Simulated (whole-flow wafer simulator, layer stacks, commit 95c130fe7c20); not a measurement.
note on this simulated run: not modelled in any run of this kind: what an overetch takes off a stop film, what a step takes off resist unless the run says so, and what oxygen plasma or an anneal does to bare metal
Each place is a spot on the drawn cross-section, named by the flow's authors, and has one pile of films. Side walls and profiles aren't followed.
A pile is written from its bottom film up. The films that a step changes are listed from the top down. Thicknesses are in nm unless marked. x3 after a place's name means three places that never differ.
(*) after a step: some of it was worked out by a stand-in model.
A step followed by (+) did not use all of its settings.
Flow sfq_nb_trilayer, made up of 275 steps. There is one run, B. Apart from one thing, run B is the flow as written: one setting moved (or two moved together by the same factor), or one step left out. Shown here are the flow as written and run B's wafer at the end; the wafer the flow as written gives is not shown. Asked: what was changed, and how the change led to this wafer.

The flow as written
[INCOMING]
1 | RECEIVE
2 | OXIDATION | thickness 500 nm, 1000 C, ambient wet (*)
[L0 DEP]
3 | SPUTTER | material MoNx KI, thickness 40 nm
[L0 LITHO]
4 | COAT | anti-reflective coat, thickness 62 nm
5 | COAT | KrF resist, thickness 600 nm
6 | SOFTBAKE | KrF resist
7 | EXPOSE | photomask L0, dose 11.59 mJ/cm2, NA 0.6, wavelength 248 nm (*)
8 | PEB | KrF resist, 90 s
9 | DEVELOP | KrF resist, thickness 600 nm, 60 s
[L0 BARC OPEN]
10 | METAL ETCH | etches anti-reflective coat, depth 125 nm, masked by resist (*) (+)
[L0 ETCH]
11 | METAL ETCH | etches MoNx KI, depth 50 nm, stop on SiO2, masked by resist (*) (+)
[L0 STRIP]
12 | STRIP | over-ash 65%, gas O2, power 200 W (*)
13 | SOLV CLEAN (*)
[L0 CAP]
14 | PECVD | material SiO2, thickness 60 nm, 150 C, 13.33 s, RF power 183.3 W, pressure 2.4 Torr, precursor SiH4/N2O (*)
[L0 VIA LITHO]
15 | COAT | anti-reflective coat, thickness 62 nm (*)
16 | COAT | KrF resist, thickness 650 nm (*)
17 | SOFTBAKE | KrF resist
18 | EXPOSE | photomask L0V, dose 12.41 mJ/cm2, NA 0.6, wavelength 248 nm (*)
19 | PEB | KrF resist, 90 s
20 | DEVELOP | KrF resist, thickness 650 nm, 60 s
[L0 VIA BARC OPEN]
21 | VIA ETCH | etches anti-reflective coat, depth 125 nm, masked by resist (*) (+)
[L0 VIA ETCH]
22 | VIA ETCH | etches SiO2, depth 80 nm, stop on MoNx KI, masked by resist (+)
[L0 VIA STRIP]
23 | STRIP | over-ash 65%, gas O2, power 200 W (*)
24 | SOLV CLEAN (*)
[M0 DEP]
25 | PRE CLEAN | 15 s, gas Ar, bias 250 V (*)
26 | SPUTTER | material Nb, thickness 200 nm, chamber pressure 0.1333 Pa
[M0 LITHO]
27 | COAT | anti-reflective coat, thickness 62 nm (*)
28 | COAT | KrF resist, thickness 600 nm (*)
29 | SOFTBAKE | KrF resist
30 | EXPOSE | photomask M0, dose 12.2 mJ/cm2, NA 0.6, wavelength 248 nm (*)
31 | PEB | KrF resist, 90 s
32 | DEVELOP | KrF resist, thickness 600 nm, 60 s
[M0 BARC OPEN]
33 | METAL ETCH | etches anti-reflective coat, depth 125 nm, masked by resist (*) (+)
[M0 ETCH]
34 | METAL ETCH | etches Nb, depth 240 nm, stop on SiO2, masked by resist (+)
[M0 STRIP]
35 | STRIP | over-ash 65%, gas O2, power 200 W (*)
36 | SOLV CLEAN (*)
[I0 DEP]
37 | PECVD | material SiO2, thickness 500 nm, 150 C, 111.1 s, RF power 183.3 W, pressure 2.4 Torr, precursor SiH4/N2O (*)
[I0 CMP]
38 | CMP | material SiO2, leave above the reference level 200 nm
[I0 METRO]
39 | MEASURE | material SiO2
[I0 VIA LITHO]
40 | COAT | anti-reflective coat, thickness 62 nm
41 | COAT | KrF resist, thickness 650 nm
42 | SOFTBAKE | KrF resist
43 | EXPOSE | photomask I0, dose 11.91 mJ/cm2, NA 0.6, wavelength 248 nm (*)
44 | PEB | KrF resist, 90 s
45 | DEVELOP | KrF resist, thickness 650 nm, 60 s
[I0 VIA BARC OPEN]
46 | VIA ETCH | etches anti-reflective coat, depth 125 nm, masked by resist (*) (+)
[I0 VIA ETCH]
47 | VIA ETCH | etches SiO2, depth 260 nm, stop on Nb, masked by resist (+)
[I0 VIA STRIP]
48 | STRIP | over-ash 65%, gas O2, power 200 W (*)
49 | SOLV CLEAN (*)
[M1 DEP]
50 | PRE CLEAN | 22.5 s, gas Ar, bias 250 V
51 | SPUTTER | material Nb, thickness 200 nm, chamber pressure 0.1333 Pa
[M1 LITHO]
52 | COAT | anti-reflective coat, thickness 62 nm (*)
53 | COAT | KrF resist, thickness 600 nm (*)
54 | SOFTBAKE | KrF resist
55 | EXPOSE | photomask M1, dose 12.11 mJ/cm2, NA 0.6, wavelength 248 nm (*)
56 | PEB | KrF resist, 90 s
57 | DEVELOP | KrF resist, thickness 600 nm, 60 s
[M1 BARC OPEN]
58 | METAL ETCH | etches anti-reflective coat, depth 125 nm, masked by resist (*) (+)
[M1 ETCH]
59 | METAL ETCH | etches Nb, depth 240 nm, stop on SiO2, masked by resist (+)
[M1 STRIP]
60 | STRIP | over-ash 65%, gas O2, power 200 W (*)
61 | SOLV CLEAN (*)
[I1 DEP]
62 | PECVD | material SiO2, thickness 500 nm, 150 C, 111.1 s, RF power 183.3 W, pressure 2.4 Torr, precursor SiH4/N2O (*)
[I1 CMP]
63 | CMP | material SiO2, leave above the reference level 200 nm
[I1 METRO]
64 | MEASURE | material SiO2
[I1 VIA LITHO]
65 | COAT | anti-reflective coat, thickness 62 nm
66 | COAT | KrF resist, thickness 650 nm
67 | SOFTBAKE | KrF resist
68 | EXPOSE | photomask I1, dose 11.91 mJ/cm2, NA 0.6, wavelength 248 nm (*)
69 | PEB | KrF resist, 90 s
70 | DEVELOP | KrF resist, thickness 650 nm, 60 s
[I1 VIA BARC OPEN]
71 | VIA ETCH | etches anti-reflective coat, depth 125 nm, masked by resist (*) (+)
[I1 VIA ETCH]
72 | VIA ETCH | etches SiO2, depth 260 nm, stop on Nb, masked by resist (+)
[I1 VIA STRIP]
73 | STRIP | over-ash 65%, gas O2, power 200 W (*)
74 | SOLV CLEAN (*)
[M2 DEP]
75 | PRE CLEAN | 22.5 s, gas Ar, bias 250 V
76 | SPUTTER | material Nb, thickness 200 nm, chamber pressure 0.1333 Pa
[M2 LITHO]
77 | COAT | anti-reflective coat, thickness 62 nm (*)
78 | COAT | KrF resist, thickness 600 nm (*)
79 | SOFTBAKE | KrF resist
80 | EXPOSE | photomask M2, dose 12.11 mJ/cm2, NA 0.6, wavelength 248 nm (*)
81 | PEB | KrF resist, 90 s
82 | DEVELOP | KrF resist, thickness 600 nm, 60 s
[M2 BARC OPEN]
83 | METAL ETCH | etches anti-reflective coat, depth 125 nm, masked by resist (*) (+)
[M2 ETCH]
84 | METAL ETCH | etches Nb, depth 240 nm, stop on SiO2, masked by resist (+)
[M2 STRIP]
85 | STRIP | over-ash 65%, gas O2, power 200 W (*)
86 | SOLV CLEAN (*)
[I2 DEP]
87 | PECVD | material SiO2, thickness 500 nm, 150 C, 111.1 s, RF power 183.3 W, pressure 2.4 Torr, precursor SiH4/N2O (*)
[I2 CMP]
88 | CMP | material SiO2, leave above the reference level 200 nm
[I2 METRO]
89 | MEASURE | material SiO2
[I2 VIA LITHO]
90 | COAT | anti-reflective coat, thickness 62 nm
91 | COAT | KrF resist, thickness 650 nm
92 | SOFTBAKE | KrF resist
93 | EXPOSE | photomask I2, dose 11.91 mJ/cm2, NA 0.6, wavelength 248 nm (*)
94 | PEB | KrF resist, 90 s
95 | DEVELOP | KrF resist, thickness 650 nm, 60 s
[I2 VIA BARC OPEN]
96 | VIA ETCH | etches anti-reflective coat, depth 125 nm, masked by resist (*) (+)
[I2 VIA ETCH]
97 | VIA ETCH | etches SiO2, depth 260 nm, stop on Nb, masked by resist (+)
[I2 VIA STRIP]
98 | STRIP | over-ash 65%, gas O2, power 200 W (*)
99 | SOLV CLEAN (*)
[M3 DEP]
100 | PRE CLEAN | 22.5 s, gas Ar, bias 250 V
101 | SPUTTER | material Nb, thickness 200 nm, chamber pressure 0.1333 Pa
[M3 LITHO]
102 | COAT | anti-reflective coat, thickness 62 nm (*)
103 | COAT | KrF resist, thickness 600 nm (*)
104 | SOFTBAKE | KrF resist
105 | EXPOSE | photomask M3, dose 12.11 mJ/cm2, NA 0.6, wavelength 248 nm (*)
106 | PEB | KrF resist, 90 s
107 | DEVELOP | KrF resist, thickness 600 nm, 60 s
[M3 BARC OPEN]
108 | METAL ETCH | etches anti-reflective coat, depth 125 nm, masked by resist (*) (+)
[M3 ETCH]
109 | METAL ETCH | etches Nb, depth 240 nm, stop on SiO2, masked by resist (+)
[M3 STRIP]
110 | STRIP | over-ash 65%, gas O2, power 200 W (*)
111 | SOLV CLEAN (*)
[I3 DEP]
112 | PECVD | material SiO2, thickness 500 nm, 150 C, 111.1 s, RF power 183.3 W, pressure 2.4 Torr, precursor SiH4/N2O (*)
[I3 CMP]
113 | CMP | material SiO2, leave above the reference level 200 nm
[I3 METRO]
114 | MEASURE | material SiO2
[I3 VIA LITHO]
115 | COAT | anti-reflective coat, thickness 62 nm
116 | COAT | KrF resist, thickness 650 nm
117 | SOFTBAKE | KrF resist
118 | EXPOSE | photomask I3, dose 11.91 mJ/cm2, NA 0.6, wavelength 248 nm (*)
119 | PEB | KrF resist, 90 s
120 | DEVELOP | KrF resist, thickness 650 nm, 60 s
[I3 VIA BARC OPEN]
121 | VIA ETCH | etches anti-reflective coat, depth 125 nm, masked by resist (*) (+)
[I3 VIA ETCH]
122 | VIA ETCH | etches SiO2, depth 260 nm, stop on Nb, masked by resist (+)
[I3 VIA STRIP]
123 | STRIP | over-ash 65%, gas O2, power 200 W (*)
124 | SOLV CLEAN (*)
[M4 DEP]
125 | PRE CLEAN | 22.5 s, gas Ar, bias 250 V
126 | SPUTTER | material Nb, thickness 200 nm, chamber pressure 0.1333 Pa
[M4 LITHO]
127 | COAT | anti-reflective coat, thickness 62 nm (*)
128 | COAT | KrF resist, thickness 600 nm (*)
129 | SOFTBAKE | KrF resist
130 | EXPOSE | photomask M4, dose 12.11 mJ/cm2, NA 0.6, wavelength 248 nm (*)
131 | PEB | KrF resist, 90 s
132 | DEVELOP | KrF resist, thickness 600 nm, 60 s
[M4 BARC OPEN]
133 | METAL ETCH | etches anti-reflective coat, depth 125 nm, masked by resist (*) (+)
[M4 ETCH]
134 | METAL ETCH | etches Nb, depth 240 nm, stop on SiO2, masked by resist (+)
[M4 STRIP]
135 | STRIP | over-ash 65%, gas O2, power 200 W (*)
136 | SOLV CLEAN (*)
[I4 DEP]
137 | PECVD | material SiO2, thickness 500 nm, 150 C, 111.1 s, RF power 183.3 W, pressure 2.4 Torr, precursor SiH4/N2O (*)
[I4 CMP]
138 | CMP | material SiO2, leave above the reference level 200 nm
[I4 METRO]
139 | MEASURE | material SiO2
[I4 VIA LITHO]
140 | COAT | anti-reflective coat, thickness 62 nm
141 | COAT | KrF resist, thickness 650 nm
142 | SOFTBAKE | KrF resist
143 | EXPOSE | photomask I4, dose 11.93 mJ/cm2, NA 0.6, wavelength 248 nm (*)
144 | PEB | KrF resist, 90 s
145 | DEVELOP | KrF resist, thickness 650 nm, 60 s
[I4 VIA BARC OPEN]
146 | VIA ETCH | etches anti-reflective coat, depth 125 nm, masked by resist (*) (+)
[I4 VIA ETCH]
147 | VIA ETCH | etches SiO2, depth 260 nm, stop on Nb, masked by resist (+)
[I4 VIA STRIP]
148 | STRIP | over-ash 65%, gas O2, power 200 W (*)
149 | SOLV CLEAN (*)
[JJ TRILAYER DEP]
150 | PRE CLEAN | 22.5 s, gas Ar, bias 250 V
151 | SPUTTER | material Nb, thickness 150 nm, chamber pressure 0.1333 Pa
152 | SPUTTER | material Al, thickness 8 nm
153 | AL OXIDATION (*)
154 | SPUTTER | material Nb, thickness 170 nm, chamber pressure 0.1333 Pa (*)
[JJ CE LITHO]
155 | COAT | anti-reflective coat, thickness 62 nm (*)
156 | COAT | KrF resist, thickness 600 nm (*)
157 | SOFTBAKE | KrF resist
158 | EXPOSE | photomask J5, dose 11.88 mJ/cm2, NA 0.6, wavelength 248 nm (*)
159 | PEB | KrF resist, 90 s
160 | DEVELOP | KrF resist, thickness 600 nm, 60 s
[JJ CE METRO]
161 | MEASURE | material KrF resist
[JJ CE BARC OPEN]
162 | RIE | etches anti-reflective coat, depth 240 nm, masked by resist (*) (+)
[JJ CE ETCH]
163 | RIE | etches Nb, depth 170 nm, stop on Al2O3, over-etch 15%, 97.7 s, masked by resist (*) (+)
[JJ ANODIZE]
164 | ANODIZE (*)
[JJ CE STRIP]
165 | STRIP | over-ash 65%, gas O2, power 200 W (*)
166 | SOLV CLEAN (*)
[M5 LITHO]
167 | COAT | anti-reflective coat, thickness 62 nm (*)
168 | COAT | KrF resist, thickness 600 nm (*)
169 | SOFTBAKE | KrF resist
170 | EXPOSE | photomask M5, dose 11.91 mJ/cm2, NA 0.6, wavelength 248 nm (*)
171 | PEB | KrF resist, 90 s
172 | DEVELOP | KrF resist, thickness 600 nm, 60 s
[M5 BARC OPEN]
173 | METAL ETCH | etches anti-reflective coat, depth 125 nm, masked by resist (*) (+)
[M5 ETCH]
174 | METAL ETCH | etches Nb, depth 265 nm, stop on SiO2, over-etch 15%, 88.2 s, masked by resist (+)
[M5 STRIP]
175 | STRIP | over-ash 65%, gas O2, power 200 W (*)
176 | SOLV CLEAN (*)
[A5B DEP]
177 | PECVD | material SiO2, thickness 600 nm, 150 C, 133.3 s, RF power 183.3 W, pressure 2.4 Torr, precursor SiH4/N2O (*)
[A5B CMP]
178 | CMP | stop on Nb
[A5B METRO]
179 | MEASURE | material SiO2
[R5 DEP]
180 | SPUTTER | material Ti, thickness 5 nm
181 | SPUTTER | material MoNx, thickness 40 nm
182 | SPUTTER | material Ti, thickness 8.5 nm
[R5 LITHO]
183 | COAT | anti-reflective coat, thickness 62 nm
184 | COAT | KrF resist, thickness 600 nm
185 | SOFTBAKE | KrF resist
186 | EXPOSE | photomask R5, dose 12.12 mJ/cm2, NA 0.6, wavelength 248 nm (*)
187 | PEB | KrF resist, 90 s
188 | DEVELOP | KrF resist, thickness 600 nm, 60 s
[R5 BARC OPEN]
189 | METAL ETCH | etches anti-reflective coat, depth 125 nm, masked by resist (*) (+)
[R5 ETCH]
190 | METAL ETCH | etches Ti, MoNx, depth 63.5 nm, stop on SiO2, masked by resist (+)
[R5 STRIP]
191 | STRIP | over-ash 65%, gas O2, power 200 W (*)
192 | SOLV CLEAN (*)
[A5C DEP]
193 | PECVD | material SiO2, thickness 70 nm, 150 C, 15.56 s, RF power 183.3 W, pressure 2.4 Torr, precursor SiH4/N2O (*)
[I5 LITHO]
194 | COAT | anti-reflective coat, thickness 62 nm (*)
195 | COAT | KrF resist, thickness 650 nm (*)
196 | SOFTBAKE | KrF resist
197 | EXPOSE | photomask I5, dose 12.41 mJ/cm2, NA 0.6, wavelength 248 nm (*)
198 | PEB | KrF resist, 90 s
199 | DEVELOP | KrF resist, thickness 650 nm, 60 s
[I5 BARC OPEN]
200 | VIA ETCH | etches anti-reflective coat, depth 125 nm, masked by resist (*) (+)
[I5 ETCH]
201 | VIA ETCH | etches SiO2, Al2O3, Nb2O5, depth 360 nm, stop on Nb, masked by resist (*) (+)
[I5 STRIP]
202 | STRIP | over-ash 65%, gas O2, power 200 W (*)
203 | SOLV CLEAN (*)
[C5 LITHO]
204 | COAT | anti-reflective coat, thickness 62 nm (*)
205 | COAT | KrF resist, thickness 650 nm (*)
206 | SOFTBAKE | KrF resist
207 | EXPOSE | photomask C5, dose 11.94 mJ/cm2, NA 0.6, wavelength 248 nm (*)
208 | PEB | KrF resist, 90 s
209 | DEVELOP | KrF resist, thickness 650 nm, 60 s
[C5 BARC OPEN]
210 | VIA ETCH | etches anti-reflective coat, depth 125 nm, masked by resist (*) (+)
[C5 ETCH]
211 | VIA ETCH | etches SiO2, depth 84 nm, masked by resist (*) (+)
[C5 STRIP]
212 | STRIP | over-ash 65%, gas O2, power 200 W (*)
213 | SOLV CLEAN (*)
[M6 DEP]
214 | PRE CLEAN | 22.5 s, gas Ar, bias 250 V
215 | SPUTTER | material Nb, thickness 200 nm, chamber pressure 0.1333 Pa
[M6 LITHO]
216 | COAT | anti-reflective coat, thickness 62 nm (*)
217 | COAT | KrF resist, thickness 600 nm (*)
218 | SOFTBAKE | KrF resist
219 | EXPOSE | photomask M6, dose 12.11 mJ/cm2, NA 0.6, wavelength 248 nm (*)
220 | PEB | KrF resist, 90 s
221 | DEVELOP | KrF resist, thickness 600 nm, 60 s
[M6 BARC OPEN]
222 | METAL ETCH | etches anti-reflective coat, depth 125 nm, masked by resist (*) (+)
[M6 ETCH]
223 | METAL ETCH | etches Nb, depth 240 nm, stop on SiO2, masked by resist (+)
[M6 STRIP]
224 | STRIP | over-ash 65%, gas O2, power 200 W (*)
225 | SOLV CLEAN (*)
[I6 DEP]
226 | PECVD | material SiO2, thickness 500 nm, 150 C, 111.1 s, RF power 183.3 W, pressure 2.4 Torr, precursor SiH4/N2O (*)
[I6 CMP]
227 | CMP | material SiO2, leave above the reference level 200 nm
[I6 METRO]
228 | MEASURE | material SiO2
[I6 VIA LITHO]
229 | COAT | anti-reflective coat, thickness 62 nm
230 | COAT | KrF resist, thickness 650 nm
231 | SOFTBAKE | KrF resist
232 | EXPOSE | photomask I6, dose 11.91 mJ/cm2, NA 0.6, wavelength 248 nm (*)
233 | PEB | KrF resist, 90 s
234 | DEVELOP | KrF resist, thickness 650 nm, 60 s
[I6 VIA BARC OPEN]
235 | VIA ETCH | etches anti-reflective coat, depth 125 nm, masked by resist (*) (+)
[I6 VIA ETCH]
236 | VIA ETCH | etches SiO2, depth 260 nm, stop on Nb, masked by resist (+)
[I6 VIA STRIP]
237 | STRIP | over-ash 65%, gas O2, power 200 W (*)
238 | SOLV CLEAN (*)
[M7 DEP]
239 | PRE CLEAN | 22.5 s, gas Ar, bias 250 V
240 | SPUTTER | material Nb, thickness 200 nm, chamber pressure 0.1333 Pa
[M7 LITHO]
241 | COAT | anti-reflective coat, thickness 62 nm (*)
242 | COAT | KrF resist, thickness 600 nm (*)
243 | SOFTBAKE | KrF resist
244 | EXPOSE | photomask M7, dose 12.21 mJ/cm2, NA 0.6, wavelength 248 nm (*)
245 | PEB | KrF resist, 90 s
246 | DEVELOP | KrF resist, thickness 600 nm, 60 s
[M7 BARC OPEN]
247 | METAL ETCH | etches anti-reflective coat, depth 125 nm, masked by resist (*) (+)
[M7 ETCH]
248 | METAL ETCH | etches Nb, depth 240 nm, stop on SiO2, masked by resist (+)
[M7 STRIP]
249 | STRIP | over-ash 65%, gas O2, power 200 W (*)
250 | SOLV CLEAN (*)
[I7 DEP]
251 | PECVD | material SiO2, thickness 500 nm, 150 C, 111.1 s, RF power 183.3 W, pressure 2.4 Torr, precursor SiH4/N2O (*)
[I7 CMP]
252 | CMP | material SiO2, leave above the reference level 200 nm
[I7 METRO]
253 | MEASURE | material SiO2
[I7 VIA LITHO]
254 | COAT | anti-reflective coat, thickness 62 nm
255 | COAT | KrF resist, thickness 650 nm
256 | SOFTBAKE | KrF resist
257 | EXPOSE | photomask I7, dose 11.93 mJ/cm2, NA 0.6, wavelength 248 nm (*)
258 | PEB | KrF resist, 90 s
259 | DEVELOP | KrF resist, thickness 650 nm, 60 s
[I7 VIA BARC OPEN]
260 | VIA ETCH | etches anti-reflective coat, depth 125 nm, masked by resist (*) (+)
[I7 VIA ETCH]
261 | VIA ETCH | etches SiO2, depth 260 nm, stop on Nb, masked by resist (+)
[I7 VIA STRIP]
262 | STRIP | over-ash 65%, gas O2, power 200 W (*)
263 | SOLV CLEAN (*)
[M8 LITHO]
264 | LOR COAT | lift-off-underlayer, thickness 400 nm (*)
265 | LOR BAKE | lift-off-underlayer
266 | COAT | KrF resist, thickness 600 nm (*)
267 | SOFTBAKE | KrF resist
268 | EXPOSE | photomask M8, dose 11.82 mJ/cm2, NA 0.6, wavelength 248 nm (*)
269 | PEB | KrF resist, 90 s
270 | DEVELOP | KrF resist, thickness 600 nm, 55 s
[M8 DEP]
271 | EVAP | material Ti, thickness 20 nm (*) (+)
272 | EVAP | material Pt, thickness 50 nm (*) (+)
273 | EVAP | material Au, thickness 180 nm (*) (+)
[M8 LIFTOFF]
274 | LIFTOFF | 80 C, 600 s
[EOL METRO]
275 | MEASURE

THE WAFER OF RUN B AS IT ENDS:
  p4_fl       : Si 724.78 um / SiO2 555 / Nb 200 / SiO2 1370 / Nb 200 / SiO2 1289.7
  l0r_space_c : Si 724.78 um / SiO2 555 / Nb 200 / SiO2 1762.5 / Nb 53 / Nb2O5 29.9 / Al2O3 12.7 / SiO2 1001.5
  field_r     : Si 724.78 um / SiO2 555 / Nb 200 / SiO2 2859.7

What caused this: step 151, SPUTTER: thickness 63.8 nm was run, while the flow as written has thickness 150 nm.

How this came from the change, step by step:
  151 | SPUTTER | material Nb, thickness 150 nm, chamber pressure 0.1333 Pa
      field_l, v_sur, via_sp and 100 more: Nb gains 63.8 (new film) (in the flow as written it would be: Nb gains 150 (new film))
      via_wl, via_wr: Nb gains 45.6 (in the flow as written it would be: Nb gains 130.4)
      (also at 1 further place)
  152 | SPUTTER | material Al, thickness 8 nm
      via_wl, via_wr: Al gains 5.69 (new film) (in the flow as written it would be: Al gains 5.14 (new film))
  154 | SPUTTER | material Nb, thickness 170 nm, chamber pressure 0.1333 Pa (*)
      via_w: Nb gains 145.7 (new film) (in the flow as written it would be: Nb gains 141 (new film))
  155 | COAT | anti-reflective coat, thickness 62 nm (*)
      via_wl, via_wr: anti-reflective coat gains 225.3 (new film) (in the flow as written it would be: anti-reflective coat gains 209.4 (new film))
      via_w: anti-reflective coat gains 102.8 (new film) (in the flow as written it would be: anti-reflective coat gains 97.4 (new film))
  156 | COAT | KrF resist, thickness 600 nm (*)
      via_wl: KrF resist gains 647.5 (new film) (in the flow as written it would be: KrF resist gains 663 (new film))
      via_w: KrF resist gains 744 (new film) (in the flow as written it would be: KrF resist gains 763.8 (new film))
      (also at 1 further place)
  160 | DEVELOP | KrF resist, thickness 600 nm, 60 s
      via_wl: KrF resist loses 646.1 (all of it) (in the flow as written it would be: KrF resist loses 661.6 (all of it))
      via_w: KrF resist loses 742.4 (all of it) (in the flow as written it would be: KrF resist loses 762.1 (all of it))
      (also at 1 further place)
  162 | RIE | etches anti-reflective coat, depth 240 nm, masked by resist (*) (+)
      ce_l, c5j, ce_r, wl_jj: KrF resist loses 225.3 (in the flow as written it would be: KrF resist loses 209.4)
      via_wl, via_wr: anti-reflective coat loses 225.3 (all of it) (in the flow as written it would be: anti-reflective coat loses 209.4 (all of it))
      (also at 1 further place)
  163 | RIE | etches Nb, depth 170 nm, stop on Al2O3, over-etch 15%, 97.7 s, masked by resist (*) (+)
      via_w: Nb loses 145.7 (all of it), Al2O3 loses 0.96 (all of it) (in the flow as written it would be: Nb loses 141 (all of it), Al2O3 loses 0.96 (all of it))
  164 | ANODIZE (*)
      via_wl, via_wr: Al2O3 gains 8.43 (new film), Nb2O5 gains 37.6 (new film), Al loses 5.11 (all of it), Nb loses 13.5 (in the flow as written it would be: Al2O3 gains 7.52 (new film), Nb2O5 gains 39.2 (new film), Al loses 4.56 (all of it), Nb loses 14.1)
      via_w: Al2O3 gains 11.2 (new film), Nb2O5 gains 32.5 (new film), Al loses 6.81 (all of it), Nb loses 11.7 (in the flow as written it would be: Al2O3 gains 10.8 (new film), Nb2O5 gains 33.3 (new film), Al loses 6.54 (all of it), Nb loses 12)
  165 | STRIP | over-ash 65%, gas O2, power 200 W (*)
      ce_l: KrF resist loses 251 (all of it), anti-reflective coat loses 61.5 (all of it) (in the flow as written it would be: KrF resist loses 266.8 (all of it), anti-reflective coat loses 61.4 (all of it))
      c5j: KrF resist loses 251.1 (all of it), anti-reflective coat loses 61.5 (all of it) (in the flow as written it would be: KrF resist loses 266.9 (all of it), anti-reflective coat loses 61.5 (all of it))
      (also at 2 further places)
  167 | COAT | anti-reflective coat, thickness 62 nm (*)
      via_w: anti-reflective coat gains 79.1 (new film) (in the flow as written it would be: anti-reflective coat gains 84.1 (new film))
      ce_l: anti-reflective coat gains 18.6 (new film) (in the flow as written it would be: anti-reflective coat gains 19.6 (new film))
  174 | METAL ETCH | etches Nb, depth 265 nm, stop on SiO2, over-etch 15%, 88.2 s, masked by resist (+)
      field_l, r_sur, res and 50 more: Al2O3 loses 12.6 (all of it), Nb2O5 loses 29.9 (all of it), Nb loses 53 (all of it), SiO2 loses 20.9 (in the flow as written it would be: Al2O3 loses 12.6 (all of it), Nb2O5 loses 29.9 (all of it), Nb loses 139.2 (all of it), SiO2 loses 12.3)
  175 | STRIP | over-ash 65%, gas O2, power 200 W (*)
      via_w: KrF resist loses 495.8 (all of it), anti-reflective coat loses 79.1 (all of it) (in the flow as written it would be: KrF resist loses 503.5 (all of it), anti-reflective coat loses 84.1 (all of it))
      ce_l: KrF resist loses 300.7 (all of it), anti-reflective coat loses 18.6 (all of it) (in the flow as written it would be: KrF resist loses 299.6 (all of it), anti-reflective coat loses 19.6 (all of it))
  178 | CMP | stop on Nb
      field_l, p4_fl, p4_fm and 39 more: SiO2 loses 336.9 (in the flow as written it would be: SiO2 loses 259.3)
      r_sur, res, r_end, moat, field_r, lsp_l: SiO2 loses 336.9 (in the flow as written it would be: SiO2 loses 252.3)
      (also at 8 further places)
